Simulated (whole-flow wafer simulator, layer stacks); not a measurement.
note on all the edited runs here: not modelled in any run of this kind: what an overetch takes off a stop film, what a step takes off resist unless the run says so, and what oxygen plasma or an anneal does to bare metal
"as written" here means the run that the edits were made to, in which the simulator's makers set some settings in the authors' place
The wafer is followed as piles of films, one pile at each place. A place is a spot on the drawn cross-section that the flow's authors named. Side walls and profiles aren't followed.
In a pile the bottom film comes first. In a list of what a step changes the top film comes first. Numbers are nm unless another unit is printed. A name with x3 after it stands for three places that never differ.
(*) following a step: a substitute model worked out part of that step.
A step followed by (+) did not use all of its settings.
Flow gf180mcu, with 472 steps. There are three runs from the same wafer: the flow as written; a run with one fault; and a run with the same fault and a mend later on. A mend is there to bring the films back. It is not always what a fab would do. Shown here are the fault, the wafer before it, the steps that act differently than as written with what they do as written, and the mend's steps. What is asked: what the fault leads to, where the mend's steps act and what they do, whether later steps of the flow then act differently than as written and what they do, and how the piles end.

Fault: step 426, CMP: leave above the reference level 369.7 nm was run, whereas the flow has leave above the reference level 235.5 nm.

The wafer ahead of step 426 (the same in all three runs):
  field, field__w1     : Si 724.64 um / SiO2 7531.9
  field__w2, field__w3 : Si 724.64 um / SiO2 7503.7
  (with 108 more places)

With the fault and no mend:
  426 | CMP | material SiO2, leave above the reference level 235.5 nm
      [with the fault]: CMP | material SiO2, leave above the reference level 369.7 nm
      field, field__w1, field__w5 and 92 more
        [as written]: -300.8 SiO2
        [with the fault]: -166.6 SiO2
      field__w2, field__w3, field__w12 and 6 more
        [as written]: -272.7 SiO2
        [with the fault]: -138.5 SiO2
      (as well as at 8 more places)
  Later steps of the flow acting differently than as written (1 more step, not shown, differs only slightly: by at most 2% or 0.5 nm, whichever is larger):
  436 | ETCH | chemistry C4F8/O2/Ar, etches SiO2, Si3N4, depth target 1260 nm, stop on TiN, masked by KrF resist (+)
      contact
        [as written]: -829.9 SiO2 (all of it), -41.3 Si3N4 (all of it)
        [with the fault]: -964.1 SiO2 (all of it), -41.3 Si3N4 (all of it)
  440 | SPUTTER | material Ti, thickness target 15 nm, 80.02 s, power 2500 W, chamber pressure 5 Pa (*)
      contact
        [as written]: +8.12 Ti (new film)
        [with the fault]: +7.52 Ti (new film)
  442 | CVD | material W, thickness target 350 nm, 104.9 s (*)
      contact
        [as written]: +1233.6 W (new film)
        [with the fault]: +1368.8 W (new film)
  The piles end different from the flow's at field__w4, field__w8, contact and 9 more by more than 2% or 0.5 nm, whichever is larger.
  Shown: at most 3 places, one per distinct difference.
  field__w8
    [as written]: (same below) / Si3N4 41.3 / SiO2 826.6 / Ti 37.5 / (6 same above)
    [with the fault]: (same below) / Si3N4 41.3 / SiO2 960.8 / Ti 37.5 / (6 same above)
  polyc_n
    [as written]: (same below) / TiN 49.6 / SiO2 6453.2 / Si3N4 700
    [with the fault]: (same below) / TiN 49.6 / SiO2 6587.4 / Si3N4 700
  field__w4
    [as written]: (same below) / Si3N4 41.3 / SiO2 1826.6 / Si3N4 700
    [with the fault]: (same below) / Si3N4 41.3 / SiO2 1960.8 / Si3N4 700

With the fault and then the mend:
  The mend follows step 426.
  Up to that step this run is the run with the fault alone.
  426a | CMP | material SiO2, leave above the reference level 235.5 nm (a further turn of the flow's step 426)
      field, field__w1, field__w2 and 109 more
        -134.2 SiO2
  Later steps of the flow that are run all act as written at every place that is followed.
  The piles end the same as the flow's at every place that both follow.
